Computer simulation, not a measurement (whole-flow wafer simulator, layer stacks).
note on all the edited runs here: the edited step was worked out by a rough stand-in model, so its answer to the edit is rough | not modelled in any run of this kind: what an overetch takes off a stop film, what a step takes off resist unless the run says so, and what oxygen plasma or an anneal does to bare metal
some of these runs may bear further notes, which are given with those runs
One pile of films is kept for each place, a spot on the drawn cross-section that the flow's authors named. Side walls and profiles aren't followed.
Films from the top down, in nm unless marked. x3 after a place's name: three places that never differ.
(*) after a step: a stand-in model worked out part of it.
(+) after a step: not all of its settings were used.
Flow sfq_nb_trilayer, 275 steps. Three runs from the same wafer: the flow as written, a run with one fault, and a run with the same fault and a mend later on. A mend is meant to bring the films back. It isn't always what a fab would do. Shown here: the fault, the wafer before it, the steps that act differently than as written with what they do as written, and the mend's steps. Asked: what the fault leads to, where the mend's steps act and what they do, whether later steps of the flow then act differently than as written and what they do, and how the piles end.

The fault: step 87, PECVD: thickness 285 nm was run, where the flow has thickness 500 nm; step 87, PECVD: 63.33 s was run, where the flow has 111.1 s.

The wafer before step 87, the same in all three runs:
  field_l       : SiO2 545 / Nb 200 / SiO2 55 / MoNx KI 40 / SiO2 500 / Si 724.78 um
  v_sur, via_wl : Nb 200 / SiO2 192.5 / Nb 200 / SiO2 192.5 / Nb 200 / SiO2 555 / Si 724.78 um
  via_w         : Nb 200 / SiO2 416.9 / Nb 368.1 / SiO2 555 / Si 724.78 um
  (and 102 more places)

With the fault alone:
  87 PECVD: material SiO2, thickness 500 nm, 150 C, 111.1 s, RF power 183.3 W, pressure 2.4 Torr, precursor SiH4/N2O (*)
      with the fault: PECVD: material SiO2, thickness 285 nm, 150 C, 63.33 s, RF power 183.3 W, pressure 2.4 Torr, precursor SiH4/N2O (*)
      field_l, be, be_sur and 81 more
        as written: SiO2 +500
        with the fault: SiO2 +285
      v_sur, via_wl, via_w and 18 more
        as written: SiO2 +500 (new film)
        with the fault: SiO2 +285 (new film)
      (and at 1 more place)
  Later steps of the flow that act differently than as written (16 more steps differ only slightly, by at most 2% or 0.5 nm, whichever is larger, and aren't shown):
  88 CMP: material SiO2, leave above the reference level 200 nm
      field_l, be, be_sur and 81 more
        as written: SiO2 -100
        with the fault: nothing
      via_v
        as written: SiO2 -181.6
        with the fault: nothing
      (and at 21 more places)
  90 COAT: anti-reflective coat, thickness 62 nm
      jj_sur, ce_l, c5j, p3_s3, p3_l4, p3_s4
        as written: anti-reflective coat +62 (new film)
        with the fault: anti-reflective coat +63.3 (new film)
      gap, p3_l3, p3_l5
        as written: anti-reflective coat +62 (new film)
        with the fault: anti-reflective coat +63.4 (new film)
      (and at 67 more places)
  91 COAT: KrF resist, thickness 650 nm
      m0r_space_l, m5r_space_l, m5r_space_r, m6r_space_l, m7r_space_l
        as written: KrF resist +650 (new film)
        with the fault: KrF resist +664.1 (new film)
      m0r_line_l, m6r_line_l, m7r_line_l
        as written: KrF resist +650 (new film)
        with the fault: KrF resist +672.8 (new film)
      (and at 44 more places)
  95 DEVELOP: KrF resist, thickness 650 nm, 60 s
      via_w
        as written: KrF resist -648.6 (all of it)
        with the fault: KrF resist -607.7 (all of it)
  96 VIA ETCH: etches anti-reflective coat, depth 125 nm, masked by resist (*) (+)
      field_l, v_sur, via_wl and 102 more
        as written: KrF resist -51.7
        with the fault: KrF resist -44
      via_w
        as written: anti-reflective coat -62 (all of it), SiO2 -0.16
        with the fault: anti-reflective coat -52.8 (all of it), SiO2 -0.13
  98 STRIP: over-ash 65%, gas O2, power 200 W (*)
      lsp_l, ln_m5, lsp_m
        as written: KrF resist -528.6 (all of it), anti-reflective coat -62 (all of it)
        with the fault: KrF resist -541.2 (all of it), anti-reflective coat -62.7 (all of it)
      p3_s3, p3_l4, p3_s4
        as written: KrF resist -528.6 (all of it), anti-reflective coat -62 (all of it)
        with the fault: KrF resist -540.1 (all of it), anti-reflective coat -63.3 (all of it)
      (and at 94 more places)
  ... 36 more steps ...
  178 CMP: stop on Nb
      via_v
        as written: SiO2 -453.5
        with the fault: SiO2 -340.8
  At the end the piles differ from the flow's by more than 2% or 0.5 nm, whichever is larger, at via_v, ln_m5, ln_m6 and 9 more.
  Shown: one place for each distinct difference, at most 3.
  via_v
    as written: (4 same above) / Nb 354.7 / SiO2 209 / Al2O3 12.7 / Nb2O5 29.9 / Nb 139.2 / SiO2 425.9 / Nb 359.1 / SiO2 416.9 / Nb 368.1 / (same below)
    with the fault: (4 same above) / Nb 354.7 / SiO2 459.7 / Al2O3 9.16 / Nb2O5 36.3 / Nb 104.3 / SiO2 344 / Nb 90.1 / SiO2 141.9 / Nb 169.8 / SiO2 237.6 / Nb 368.1 / (same below)
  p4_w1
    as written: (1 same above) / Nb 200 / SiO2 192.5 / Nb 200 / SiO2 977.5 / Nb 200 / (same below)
    with the fault: (1 same above) / Nb 200 / SiO2 307.5 / Nb 200 / SiO2 862.5 / Nb 200 / (same below)
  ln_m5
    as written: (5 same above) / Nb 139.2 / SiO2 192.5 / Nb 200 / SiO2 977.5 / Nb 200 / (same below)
    with the fault: (5 same above) / Nb 139.2 / SiO2 207.5 / Nb 200 / SiO2 962.5 / Nb 200 / (same below)

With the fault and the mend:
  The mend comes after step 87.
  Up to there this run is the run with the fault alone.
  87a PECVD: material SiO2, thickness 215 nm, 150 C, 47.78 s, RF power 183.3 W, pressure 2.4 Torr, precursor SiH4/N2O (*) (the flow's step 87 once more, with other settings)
      field_l, v_sur, via_wl and 102 more
        SiO2 +215
      via_v
        SiO2 +191.6
  Later steps of the flow that act differently than as written:
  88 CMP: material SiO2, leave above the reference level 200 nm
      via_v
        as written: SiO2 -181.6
        with the mend: SiO2 -12.2
  At the end the piles are the same as the flow's at every place that both follow.
